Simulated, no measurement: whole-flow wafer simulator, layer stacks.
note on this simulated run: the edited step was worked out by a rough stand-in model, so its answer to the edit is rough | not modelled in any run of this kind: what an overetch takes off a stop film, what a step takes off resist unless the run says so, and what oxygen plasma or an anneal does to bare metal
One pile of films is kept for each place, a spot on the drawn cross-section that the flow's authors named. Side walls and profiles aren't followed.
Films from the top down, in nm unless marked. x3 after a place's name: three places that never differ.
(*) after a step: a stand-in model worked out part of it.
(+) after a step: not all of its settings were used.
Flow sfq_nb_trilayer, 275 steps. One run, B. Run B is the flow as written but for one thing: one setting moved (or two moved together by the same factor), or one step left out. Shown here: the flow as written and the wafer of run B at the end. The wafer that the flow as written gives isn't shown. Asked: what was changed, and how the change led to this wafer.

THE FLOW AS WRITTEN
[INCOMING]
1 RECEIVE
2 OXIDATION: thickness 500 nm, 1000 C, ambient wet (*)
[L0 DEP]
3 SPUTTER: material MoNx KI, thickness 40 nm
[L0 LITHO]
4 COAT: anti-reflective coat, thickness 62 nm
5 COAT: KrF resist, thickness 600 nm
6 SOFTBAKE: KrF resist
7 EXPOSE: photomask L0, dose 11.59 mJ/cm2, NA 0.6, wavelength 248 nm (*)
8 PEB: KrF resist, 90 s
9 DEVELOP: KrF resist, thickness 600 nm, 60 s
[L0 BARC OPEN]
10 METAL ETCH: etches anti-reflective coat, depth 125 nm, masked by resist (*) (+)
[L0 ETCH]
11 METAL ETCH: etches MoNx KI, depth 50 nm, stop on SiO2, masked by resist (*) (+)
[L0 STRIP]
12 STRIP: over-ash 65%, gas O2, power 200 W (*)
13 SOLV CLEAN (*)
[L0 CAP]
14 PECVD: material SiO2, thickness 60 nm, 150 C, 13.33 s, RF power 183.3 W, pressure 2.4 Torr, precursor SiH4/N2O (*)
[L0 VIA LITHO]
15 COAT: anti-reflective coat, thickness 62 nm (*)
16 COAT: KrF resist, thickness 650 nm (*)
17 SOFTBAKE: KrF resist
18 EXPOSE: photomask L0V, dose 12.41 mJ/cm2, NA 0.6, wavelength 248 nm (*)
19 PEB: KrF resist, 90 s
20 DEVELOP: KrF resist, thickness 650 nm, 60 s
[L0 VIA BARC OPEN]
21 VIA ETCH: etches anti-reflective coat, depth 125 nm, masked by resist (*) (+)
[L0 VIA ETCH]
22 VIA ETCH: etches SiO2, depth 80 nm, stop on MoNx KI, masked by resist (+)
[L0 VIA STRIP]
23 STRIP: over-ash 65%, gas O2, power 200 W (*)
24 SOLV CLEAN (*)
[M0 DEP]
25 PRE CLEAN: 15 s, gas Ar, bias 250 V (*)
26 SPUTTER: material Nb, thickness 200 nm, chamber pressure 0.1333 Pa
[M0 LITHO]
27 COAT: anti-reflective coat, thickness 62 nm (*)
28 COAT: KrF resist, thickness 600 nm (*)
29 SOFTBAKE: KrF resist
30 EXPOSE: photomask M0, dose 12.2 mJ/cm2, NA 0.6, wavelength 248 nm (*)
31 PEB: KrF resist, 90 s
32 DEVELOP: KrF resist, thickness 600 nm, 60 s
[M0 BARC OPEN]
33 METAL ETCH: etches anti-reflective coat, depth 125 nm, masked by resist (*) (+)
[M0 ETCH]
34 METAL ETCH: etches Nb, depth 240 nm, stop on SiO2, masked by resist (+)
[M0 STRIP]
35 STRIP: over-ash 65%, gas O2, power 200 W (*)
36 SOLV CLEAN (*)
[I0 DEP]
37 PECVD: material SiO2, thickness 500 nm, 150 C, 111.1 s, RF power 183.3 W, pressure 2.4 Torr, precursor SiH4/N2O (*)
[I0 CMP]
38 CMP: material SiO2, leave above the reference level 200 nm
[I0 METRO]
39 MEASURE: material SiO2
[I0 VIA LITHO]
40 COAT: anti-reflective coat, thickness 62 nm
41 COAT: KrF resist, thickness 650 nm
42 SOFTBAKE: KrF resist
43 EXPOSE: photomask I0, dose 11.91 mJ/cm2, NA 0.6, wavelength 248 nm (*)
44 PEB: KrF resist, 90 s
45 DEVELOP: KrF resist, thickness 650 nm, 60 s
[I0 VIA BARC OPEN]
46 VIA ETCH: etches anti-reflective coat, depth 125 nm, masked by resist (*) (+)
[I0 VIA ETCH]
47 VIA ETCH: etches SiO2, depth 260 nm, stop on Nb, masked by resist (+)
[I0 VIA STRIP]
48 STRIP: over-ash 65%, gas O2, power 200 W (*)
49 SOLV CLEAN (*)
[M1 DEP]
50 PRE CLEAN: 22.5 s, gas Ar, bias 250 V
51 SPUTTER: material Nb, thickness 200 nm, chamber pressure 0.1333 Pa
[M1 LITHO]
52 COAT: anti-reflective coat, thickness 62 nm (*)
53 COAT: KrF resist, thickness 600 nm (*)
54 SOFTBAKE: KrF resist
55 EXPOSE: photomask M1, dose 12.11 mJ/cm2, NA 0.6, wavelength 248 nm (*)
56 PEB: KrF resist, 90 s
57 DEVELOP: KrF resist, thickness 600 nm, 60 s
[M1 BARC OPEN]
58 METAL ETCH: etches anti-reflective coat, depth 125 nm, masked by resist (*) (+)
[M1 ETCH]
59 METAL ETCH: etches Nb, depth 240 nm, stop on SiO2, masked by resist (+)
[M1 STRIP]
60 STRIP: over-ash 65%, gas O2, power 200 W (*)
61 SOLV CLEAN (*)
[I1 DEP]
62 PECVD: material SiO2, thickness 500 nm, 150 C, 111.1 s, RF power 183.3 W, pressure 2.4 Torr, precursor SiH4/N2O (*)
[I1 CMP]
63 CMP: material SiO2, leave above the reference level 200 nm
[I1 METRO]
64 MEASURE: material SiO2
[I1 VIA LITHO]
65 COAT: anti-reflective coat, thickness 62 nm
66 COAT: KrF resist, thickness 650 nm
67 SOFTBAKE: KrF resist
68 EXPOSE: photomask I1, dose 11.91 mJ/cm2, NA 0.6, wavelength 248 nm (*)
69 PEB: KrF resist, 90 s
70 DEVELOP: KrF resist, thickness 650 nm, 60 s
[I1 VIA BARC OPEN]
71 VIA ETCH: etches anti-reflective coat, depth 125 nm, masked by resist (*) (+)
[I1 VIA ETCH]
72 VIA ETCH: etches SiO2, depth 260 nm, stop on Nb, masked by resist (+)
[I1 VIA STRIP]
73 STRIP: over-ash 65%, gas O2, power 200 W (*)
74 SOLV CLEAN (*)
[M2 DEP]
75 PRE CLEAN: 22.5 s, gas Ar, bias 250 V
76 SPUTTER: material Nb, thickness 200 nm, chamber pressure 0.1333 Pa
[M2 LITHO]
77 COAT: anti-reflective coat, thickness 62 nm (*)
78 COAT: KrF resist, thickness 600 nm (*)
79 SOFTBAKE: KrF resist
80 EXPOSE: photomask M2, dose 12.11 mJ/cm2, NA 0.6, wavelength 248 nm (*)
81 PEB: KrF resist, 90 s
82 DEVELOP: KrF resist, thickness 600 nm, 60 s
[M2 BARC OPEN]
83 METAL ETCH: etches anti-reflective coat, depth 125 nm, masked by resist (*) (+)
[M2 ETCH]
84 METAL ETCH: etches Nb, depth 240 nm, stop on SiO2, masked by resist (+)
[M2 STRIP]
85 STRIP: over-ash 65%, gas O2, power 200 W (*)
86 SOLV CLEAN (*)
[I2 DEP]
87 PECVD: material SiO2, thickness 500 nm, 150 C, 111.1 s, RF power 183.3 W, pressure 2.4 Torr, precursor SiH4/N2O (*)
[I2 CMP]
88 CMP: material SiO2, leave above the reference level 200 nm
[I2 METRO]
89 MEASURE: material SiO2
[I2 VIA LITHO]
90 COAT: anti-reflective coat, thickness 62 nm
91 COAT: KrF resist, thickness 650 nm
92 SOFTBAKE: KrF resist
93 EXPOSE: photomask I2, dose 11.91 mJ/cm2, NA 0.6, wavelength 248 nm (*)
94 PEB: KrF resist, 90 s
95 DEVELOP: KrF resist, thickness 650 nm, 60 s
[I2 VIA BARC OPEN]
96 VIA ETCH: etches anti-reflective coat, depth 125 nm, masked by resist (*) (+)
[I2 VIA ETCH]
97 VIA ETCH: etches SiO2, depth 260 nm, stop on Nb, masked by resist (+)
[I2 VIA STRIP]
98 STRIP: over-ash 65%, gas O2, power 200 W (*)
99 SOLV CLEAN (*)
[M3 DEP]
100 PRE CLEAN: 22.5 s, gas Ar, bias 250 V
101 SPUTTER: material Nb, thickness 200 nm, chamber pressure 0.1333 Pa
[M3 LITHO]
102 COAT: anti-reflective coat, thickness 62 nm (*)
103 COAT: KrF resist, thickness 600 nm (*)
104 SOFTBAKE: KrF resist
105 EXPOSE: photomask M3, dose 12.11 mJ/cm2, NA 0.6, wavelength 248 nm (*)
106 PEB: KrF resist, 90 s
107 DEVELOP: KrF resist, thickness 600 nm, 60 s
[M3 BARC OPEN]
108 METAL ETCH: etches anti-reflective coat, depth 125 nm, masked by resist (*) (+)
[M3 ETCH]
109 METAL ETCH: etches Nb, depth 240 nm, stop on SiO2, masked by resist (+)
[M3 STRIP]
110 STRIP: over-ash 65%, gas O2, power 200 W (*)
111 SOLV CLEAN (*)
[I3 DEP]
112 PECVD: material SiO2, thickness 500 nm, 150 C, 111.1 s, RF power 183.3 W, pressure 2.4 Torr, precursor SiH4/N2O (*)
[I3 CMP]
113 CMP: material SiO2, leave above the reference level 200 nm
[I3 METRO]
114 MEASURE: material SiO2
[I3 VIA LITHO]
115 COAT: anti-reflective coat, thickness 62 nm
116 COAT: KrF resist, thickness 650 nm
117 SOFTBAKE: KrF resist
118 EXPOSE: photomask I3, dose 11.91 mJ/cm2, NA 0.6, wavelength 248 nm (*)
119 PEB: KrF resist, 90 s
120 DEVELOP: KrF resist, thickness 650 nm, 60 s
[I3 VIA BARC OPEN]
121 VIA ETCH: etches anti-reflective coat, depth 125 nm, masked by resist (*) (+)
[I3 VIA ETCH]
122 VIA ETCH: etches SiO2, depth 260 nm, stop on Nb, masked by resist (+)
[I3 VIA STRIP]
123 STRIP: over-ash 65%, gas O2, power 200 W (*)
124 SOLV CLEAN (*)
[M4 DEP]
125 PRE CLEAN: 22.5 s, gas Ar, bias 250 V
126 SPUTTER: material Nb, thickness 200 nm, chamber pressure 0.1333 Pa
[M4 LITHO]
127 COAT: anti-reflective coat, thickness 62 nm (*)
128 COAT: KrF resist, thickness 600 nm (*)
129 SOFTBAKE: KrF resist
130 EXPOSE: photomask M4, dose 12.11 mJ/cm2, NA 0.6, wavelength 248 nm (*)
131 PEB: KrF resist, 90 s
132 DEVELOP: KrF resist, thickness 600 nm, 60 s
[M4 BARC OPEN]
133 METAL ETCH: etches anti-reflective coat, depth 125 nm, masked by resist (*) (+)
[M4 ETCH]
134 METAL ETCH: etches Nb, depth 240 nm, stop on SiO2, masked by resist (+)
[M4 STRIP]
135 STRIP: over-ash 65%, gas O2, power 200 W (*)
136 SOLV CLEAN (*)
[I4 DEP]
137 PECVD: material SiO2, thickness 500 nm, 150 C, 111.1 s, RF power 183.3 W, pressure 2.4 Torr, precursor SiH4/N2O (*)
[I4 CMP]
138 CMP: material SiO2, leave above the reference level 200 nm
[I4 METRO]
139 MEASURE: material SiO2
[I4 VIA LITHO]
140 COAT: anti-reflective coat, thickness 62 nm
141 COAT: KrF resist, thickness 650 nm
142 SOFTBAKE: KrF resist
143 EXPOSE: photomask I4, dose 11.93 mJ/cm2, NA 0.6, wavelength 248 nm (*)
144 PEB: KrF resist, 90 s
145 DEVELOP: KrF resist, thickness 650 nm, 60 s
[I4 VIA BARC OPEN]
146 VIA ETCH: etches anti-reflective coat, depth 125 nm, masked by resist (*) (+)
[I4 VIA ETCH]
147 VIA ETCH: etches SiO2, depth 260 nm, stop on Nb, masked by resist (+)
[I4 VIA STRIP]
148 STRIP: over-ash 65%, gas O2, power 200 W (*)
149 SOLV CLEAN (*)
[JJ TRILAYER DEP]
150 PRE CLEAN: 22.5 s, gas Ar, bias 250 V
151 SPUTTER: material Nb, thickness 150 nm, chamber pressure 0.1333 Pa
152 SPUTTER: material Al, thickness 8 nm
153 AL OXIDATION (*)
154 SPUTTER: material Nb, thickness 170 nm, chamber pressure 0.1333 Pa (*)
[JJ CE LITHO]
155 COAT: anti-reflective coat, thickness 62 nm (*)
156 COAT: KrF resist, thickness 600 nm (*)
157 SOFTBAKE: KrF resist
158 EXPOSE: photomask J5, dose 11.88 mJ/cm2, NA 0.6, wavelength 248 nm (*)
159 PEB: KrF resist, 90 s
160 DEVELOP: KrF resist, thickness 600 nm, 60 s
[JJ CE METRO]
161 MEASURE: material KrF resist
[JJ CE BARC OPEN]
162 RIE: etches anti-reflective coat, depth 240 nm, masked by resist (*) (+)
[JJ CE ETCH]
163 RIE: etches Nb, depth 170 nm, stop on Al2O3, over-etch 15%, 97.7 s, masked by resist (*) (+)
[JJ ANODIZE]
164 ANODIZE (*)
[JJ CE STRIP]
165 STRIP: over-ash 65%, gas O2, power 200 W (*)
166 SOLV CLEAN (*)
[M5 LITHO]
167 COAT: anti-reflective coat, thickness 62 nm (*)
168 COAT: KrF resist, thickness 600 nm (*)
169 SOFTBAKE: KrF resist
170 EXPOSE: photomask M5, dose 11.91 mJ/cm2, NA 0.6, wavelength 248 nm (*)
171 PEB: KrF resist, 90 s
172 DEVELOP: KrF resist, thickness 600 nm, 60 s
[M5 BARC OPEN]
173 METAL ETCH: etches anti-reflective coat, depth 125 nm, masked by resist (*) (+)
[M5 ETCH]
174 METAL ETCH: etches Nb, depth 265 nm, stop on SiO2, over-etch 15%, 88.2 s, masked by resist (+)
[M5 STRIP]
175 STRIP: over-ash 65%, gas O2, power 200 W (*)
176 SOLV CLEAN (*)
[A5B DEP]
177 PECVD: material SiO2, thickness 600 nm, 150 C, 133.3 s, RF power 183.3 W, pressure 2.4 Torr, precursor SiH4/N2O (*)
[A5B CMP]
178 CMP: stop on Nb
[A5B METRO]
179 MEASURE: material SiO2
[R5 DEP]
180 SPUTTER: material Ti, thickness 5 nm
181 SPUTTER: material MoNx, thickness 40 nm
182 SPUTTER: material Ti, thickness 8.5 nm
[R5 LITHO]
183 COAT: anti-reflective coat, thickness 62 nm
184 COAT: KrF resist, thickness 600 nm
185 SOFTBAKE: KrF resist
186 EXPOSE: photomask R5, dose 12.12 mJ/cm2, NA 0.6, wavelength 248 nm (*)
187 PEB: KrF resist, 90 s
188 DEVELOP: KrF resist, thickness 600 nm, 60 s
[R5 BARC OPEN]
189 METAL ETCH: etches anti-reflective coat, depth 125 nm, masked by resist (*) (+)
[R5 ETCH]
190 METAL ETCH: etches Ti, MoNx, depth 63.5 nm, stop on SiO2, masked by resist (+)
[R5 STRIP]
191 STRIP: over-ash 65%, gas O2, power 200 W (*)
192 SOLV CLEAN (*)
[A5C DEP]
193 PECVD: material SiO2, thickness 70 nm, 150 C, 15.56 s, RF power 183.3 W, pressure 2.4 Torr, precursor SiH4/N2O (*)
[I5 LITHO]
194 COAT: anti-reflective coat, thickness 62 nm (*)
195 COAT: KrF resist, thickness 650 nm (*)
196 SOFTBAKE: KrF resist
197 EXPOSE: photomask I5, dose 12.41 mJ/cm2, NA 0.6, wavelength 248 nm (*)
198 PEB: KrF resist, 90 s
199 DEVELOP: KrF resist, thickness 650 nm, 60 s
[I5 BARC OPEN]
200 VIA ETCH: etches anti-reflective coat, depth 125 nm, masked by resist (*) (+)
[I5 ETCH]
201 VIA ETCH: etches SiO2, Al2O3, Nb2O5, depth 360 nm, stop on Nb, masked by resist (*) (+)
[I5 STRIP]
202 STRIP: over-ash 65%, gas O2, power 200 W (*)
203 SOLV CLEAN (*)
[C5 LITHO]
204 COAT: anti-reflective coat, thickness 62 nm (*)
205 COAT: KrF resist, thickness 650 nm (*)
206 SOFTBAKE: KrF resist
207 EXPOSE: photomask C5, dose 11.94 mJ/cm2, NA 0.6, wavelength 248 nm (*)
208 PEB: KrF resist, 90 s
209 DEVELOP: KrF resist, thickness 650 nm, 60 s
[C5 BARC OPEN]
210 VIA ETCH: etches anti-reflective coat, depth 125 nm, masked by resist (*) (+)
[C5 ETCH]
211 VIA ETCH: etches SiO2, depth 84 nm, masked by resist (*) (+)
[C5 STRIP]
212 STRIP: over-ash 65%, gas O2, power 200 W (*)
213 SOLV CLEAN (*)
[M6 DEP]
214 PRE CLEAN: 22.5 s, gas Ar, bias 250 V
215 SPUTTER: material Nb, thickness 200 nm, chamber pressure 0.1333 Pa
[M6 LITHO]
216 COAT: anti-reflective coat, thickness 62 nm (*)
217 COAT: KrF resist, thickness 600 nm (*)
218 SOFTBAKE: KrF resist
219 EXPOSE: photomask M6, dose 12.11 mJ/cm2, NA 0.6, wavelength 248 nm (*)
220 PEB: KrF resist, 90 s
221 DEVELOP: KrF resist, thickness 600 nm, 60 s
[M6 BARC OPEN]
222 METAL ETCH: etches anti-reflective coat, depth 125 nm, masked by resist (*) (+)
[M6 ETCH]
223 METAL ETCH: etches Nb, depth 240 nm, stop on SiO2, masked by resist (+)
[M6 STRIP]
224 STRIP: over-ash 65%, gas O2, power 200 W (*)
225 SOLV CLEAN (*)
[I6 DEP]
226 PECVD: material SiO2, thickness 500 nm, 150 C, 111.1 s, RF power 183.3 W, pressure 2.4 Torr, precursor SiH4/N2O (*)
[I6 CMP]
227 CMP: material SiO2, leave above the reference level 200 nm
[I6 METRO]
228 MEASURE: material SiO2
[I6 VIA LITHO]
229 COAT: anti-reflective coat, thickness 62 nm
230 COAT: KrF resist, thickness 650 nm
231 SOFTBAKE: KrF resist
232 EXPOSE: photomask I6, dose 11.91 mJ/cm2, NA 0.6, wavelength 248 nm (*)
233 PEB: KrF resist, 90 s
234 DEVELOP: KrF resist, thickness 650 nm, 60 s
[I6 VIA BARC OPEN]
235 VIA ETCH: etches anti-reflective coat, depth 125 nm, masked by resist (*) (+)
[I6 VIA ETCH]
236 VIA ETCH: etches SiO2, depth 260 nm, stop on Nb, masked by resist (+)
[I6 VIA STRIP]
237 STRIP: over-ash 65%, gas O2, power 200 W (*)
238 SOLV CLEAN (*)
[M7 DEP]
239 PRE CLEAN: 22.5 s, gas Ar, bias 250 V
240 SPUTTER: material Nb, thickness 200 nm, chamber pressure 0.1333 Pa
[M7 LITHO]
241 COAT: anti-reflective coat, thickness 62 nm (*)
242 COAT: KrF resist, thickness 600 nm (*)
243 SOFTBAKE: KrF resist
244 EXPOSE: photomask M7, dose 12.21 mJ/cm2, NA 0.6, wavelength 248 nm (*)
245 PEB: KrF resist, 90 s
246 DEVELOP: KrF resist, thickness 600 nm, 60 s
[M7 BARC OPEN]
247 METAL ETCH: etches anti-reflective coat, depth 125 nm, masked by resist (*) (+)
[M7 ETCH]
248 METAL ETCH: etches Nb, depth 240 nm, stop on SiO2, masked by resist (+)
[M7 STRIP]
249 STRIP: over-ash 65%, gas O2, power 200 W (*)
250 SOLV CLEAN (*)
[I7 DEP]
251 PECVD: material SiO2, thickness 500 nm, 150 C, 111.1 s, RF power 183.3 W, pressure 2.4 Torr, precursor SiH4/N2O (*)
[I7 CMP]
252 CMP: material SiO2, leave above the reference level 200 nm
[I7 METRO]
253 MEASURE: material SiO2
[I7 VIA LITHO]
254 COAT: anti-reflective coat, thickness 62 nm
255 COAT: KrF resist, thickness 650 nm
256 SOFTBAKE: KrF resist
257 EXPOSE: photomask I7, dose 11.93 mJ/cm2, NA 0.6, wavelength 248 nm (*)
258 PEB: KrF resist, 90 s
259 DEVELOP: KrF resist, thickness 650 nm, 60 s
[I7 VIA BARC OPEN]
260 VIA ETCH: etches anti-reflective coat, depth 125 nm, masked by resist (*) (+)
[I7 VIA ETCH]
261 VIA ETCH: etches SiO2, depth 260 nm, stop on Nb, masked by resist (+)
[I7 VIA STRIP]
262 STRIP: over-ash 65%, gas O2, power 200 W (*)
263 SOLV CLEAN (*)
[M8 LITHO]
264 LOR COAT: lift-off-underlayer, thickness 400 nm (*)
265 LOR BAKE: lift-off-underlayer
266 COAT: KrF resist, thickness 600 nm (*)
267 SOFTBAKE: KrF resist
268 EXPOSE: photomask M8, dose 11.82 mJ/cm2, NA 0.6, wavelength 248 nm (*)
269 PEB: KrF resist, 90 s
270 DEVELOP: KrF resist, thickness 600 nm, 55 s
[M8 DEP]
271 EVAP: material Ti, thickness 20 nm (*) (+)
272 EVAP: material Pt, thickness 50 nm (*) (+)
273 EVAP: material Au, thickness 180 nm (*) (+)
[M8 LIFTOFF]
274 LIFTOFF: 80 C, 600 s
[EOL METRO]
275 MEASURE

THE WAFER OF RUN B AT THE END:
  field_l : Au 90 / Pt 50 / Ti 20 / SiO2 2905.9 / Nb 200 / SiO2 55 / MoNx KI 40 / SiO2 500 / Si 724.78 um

The cause: step 273, EVAP: thickness 90 nm was run, where the flow has thickness 180 nm.
It can be read off the wafer: field_l has Au 90, and step 273 as written asks for 180 nm.

How the change led to this, step by step:
  273 EVAP: material Au, thickness 180 nm (*) (+)
      field_l, v_sur, via_wl and 103 more: Au +90 (new film) (as written it would be: Au +180 (new film))
  274 LIFTOFF: 80 C, 600 s
      p4_fl x3, p4_w1 x9, p4_g1 x2 and 60 more: Au -90 (all of it), Pt -50 (all of it), Ti -20 (all of it), KrF resist -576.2 (all of it), lift-off-underlayer -400 (all of it) (as written it would be: Au -180 (all of it), Pt -50 (all of it), Ti -20 (all of it), KrF resist -576.2 (all of it), lift-off-underlayer -400 (all of it))
      c5j, ce_r: Au -90 (all of it), Pt -50 (all of it), Ti -20 (all of it), KrF resist -573.3 (all of it), lift-off-underlayer -399.3 (all of it) (as written it would be: Au -180 (all of it), Pt -50 (all of it), Ti -20 (all of it), KrF resist -573.3 (all of it), lift-off-underlayer -399.3 (all of it))
      (and at 19 more places)
